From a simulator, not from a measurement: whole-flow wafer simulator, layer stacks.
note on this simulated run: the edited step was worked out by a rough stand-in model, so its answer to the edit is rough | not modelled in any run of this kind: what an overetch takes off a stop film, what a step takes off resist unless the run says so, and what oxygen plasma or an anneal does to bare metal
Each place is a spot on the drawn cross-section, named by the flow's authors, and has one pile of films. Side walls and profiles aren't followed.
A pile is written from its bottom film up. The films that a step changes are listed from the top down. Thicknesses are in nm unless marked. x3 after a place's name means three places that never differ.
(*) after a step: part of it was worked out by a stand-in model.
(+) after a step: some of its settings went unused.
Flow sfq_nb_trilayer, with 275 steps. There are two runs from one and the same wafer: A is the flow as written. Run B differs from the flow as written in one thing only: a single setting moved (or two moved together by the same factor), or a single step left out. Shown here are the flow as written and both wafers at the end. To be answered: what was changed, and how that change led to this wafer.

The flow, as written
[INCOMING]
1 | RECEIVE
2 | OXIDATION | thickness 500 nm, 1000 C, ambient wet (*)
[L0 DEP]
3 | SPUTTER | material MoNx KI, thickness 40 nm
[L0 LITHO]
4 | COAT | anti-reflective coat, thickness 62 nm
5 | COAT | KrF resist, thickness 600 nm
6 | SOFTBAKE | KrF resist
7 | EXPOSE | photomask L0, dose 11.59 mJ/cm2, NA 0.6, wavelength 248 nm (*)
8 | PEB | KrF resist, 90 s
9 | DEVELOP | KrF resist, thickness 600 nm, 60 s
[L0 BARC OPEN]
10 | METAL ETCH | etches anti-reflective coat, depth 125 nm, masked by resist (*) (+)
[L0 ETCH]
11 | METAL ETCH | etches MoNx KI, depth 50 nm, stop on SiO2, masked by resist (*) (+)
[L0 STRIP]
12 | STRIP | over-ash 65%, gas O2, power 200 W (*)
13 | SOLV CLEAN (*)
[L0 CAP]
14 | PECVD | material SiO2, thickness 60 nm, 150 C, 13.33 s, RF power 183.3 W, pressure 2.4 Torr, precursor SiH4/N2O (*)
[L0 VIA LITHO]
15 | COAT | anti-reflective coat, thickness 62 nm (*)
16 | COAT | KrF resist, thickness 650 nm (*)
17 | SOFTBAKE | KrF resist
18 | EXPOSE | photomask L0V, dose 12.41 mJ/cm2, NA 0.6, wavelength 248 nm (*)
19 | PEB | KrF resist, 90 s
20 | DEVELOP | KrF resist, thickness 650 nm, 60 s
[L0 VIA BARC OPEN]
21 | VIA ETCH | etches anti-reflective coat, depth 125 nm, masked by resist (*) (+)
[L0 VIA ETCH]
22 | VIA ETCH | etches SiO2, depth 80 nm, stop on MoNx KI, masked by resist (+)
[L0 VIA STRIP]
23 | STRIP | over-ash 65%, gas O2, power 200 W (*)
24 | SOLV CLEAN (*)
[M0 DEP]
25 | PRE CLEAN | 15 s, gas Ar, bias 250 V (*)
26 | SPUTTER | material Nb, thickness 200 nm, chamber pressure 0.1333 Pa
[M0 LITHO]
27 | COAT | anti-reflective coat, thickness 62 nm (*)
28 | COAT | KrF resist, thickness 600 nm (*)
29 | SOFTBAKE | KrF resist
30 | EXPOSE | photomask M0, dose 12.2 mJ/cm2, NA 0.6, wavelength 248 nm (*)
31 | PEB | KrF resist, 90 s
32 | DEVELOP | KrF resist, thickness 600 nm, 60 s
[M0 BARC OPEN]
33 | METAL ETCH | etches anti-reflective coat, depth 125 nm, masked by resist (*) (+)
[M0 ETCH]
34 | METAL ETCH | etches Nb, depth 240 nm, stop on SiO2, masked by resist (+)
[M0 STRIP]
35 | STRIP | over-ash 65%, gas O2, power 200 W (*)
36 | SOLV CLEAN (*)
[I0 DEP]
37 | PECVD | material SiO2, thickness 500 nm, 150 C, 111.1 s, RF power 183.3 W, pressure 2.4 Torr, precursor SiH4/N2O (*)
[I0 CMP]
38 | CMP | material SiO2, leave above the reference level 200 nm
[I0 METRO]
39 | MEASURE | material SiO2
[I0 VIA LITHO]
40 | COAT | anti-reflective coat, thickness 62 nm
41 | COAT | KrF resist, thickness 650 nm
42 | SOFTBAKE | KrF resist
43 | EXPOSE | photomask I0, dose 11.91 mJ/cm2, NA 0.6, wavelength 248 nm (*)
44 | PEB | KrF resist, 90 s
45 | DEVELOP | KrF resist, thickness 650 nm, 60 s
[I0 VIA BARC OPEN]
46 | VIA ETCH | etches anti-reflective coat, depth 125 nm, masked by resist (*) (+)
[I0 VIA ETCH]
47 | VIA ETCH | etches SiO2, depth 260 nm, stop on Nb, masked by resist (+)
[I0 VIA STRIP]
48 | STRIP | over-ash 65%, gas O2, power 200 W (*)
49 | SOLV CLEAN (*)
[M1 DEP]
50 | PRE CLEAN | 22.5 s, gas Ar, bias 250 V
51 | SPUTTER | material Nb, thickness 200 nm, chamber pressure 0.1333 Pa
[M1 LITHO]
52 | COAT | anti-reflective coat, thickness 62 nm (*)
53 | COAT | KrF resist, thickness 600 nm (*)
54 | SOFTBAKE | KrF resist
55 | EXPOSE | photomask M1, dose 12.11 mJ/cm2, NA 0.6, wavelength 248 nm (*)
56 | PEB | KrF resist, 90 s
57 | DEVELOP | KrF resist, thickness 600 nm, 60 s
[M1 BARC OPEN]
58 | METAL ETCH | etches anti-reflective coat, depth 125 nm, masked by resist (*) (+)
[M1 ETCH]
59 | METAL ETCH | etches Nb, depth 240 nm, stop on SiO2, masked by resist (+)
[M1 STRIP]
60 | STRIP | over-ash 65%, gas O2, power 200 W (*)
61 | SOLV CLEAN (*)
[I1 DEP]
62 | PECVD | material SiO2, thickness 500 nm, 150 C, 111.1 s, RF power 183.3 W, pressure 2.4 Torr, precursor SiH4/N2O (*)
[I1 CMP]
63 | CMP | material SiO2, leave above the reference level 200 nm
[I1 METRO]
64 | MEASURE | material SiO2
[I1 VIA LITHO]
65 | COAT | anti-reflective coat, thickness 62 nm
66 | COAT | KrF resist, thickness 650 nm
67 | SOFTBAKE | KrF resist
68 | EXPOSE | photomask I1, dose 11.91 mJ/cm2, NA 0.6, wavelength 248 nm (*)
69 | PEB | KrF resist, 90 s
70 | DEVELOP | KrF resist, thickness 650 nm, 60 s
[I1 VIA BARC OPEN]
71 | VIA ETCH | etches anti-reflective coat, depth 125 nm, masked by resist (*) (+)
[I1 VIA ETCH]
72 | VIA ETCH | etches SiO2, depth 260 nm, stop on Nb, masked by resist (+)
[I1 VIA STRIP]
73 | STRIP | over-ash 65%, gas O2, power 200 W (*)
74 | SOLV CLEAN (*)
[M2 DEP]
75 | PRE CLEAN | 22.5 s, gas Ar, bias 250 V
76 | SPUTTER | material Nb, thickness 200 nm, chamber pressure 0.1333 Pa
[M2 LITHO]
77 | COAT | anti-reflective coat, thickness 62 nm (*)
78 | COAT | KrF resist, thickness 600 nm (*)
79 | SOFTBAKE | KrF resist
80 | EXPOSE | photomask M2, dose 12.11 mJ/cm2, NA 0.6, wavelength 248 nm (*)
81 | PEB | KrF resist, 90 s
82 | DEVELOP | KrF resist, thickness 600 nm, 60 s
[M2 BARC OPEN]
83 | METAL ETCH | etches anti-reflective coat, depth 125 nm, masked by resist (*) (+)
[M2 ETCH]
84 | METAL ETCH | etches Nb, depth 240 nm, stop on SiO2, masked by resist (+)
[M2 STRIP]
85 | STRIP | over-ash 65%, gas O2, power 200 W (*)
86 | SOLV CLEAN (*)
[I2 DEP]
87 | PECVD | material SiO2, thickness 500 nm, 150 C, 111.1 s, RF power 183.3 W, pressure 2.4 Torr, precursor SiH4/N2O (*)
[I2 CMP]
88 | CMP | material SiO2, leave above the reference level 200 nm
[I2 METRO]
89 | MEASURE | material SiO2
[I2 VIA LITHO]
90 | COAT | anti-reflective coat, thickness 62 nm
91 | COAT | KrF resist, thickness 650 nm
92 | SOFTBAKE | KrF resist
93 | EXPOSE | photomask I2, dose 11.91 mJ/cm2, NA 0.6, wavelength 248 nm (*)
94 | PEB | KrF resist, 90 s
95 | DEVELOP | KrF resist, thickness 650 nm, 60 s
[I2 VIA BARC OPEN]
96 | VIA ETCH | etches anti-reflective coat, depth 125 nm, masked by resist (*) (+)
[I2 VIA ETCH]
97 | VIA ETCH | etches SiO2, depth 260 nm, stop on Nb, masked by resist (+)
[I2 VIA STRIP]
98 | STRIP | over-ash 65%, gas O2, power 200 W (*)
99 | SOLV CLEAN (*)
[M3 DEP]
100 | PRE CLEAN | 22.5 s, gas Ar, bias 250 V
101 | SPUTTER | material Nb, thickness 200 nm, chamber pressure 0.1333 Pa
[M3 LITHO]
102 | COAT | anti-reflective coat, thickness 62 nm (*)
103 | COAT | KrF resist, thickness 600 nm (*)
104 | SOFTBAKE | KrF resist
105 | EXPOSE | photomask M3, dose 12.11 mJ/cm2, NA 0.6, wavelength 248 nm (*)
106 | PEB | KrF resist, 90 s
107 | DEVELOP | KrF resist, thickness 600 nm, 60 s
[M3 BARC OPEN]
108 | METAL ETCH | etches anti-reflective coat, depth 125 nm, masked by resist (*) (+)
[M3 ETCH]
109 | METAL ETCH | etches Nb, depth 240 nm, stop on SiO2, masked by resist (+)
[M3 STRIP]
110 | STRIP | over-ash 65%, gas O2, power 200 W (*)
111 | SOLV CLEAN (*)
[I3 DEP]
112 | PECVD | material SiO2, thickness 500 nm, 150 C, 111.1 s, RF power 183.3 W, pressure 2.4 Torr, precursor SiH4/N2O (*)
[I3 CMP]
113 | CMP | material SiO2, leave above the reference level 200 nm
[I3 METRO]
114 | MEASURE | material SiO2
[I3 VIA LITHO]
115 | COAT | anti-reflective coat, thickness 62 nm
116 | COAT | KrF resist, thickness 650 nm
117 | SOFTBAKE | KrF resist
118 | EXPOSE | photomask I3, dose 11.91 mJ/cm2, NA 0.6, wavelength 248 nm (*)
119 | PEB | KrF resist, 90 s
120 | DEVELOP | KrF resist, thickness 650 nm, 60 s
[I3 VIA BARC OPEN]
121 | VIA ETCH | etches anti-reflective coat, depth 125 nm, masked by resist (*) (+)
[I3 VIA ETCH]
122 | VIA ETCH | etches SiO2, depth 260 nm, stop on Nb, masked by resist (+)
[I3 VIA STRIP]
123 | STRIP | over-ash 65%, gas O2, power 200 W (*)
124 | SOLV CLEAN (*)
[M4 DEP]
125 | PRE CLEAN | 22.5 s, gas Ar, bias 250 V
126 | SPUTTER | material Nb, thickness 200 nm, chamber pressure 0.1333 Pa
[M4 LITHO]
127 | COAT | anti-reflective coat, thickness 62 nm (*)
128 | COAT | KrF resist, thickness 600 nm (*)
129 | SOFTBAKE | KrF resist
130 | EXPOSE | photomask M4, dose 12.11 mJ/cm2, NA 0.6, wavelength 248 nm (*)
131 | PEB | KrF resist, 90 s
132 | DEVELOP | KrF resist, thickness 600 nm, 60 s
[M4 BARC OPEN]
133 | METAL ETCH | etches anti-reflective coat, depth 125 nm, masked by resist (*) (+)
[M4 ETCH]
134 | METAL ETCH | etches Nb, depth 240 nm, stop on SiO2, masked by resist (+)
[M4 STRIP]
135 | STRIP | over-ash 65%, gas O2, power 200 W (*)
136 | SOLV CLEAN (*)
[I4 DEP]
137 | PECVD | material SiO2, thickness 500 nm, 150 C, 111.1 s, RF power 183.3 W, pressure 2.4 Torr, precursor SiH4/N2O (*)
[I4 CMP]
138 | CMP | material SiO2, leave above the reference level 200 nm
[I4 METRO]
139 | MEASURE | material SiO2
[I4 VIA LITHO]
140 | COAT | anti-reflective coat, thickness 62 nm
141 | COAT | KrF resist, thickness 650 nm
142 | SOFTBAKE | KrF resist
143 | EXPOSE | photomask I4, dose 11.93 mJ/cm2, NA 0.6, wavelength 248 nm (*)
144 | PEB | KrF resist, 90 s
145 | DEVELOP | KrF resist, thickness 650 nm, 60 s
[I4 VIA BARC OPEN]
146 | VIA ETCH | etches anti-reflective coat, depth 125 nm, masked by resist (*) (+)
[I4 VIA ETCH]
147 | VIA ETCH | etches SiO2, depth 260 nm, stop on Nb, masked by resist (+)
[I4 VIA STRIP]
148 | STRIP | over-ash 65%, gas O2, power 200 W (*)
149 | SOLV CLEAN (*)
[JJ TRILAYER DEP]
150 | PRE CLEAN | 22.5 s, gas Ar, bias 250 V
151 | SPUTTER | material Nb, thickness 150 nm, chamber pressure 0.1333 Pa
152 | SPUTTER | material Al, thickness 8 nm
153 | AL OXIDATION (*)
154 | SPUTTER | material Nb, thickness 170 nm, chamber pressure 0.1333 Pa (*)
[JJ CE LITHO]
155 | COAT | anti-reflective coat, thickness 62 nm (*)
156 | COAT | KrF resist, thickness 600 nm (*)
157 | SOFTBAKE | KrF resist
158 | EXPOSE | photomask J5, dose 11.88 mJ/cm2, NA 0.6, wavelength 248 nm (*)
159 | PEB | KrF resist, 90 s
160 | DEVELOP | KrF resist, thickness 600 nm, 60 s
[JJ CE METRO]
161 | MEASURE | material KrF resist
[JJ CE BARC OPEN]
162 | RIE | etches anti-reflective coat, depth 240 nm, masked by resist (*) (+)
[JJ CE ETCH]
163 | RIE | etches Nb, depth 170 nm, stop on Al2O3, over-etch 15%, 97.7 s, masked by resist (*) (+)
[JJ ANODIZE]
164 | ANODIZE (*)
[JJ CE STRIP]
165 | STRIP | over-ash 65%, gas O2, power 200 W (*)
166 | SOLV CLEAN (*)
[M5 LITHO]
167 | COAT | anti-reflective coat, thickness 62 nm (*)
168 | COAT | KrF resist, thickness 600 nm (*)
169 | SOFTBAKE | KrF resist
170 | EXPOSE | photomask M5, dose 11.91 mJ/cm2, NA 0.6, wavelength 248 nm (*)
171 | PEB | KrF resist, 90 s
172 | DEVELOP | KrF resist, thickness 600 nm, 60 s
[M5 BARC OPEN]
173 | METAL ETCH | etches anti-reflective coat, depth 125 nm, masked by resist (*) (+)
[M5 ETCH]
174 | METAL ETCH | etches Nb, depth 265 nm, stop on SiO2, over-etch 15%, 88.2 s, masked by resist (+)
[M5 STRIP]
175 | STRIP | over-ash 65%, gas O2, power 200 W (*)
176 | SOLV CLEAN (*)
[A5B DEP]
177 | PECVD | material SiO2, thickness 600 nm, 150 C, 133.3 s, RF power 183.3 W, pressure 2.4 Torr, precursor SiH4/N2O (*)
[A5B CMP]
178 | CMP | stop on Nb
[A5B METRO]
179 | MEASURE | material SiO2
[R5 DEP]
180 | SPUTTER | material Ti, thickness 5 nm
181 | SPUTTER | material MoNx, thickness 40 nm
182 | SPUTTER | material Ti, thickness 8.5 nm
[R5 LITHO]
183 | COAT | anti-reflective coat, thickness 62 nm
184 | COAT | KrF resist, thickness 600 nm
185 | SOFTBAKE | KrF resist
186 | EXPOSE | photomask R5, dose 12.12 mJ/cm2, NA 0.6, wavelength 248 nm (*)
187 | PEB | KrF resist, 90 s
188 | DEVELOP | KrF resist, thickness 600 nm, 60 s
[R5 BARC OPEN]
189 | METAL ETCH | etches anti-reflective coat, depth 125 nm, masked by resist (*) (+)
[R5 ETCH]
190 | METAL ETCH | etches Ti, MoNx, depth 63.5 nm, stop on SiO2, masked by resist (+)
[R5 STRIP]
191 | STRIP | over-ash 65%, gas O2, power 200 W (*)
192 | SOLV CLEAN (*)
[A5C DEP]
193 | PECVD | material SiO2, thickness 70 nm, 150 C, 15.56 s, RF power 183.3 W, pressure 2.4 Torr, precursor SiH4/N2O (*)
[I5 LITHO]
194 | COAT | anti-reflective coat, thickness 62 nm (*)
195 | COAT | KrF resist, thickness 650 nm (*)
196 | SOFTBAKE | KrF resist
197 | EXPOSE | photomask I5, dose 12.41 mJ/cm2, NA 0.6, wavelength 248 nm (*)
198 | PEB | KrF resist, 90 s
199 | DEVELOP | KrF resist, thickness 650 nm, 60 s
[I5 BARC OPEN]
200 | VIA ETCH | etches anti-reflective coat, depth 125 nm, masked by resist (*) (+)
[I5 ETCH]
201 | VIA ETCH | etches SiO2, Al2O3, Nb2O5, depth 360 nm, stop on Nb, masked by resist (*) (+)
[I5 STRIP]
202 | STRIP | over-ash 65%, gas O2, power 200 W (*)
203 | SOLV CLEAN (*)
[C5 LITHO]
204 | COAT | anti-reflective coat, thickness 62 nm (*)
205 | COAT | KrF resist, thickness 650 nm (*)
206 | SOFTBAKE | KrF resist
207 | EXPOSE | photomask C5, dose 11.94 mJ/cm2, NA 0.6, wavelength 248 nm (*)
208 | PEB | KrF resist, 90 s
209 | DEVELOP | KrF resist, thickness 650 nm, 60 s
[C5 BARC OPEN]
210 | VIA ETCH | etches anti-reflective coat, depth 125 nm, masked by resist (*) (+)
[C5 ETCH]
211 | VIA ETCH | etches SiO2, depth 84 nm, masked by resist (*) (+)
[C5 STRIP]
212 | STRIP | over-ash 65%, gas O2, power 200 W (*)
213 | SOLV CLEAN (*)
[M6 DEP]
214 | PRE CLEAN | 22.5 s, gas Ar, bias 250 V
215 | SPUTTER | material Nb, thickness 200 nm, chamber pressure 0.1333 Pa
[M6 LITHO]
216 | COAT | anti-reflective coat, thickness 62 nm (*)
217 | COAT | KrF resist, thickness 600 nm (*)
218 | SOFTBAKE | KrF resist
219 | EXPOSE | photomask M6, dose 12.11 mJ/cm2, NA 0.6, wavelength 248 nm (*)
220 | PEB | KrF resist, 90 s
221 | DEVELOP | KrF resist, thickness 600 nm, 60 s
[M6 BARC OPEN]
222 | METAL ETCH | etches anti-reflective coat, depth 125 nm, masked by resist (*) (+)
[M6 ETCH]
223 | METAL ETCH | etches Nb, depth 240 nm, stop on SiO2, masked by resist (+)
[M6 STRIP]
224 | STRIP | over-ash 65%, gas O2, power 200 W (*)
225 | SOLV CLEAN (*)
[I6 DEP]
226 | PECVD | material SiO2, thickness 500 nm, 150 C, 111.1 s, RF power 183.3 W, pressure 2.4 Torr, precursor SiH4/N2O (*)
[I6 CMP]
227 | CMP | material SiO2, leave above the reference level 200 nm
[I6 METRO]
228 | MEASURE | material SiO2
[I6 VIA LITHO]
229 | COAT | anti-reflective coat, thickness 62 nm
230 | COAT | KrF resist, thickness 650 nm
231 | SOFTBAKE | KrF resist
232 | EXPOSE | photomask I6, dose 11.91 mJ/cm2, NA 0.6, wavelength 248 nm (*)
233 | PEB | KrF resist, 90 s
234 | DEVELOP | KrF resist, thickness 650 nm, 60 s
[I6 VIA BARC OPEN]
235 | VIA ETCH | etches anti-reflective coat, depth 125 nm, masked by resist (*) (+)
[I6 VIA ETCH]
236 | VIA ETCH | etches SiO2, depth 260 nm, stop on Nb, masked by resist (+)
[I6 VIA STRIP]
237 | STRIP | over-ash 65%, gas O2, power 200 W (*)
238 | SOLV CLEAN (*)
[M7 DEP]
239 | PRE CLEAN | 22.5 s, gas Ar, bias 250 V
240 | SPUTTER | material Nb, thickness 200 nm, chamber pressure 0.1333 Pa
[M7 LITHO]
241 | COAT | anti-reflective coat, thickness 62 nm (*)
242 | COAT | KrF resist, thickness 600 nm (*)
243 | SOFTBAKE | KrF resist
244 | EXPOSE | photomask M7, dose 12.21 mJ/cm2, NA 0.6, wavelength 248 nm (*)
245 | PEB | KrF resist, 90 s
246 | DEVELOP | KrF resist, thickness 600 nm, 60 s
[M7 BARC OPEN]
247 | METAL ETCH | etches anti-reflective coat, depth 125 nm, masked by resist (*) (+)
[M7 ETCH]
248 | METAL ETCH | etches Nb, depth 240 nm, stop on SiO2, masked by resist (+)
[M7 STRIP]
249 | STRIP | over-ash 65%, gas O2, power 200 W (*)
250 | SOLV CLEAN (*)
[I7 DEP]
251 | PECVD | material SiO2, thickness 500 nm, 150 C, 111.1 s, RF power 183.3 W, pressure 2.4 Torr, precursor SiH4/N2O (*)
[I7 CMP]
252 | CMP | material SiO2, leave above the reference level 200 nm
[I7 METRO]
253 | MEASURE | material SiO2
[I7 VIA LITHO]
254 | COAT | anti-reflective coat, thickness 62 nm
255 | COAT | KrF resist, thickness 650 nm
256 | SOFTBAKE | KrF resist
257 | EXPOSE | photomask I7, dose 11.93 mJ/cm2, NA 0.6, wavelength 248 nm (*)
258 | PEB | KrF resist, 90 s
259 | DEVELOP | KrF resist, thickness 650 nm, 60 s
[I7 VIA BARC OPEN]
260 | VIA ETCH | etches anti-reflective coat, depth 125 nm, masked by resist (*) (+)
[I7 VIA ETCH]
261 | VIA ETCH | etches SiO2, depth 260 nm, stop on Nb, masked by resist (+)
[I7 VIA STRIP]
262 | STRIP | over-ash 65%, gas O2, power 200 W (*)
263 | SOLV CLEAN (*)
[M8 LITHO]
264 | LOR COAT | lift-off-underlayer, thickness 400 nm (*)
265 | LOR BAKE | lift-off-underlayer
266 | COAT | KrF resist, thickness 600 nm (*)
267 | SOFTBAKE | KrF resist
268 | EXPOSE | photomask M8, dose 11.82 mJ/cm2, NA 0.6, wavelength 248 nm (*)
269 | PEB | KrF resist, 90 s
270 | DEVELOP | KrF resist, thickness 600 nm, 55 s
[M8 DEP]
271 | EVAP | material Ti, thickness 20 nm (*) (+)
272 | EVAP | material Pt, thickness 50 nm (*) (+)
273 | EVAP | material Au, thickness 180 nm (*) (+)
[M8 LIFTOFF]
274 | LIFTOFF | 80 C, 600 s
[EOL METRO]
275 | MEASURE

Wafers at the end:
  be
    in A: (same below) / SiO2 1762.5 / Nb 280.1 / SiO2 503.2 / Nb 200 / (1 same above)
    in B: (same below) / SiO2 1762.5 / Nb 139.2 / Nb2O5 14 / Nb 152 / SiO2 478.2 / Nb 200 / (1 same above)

The reason: step 201, VIA ETCH: depth 241 nm was run, though the flow has depth 360 nm.

How this came from the change, step by step:
  201 | VIA ETCH | etches SiO2, Al2O3, Nb2O5, depth 360 nm, stop on Nb, masked by resist (*) (+)
      be: A SiO2 loses 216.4 (all of it), Al2O3 loses 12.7 (all of it), Nb2O5 loses 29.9 (all of it) | B SiO2 loses 216.4 (all of it), Al2O3 loses 12.7 (all of it), Nb2O5 loses 12
      field_l, v_sur, via_wl and 102 more: A KrF resist loses 240 | B KrF resist loses 160.7
  202 | STRIP | over-ash 65%, gas O2, power 200 W (*)
      p4_fl, p4_fm, p4_w1 and 44 more: A KrF resist loses 333.1 (all of it), anti-reflective coat loses 62 (all of it) | B KrF resist loses 412.5 (all of it), anti-reflective coat loses 62 (all of it)
      wl_b_sl, wl_b_m5, wl_b_sr, wl_c_sl, wl_f_sl, wl_f_m6, wl_f_sr, wl_g_sl: A KrF resist loses 333 (all of it), anti-reflective coat loses 62 (all of it) | B KrF resist loses 412.3 (all of it), anti-reflective coat loses 62 (all of it)
      (also at 50 further places)
  204 | COAT | anti-reflective coat, thickness 62 nm (*)
      be: A anti-reflective coat gains 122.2 (new film) | B anti-reflective coat gains 119.5 (new film)
  212 | STRIP | over-ash 65%, gas O2, power 200 W (*)
      be: A KrF resist loses 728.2 (all of it), anti-reflective coat loses 122.2 (all of it) | B KrF resist loses 715.3 (all of it), anti-reflective coat loses 119.5 (all of it)
  214 | PRE CLEAN | 22.5 s, gas Ar, bias 250 V
      be: A Nb loses 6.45 | B Nb2O5 loses 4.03
  215 | SPUTTER | material Nb, thickness 200 nm, chamber pressure 0.1333 Pa
      be: A Nb gains 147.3 | B Nb gains 152 (new film)
  216 | COAT | anti-reflective coat, thickness 62 nm (*)
      be: A anti-reflective coat gains 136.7 (new film) | B anti-reflective coat gains 132.7 (new film)
  217 | COAT | KrF resist, thickness 600 nm (*)
      be: A KrF resist gains 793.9 (new film) | B KrF resist gains 776.3 (new film)
  224 | STRIP | over-ash 65%, gas O2, power 200 W (*)
      be: A KrF resist loses 575.8 (all of it), anti-reflective coat loses 136.7 (all of it) | B KrF resist loses 558.3 (all of it), anti-reflective coat loses 132.7 (all of it)
  226 | PECVD | material SiO2, thickness 500 nm, 150 C, 111.1 s, RF power 183.3 W, pressure 2.4 Torr, precursor SiH4/N2O (*)
      be: A SiO2 gains 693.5 (new film) | B SiO2 gains 668.4 (new film)
With metal films that touch counted as one body, be has 4 bodies (between them, from the top down: SiO2 478.2; Nb2O5 14; SiO2 1762.5); the flow as written gives 3 bodies (between them, from the top down: SiO2 503.2; SiO2 1762.5).
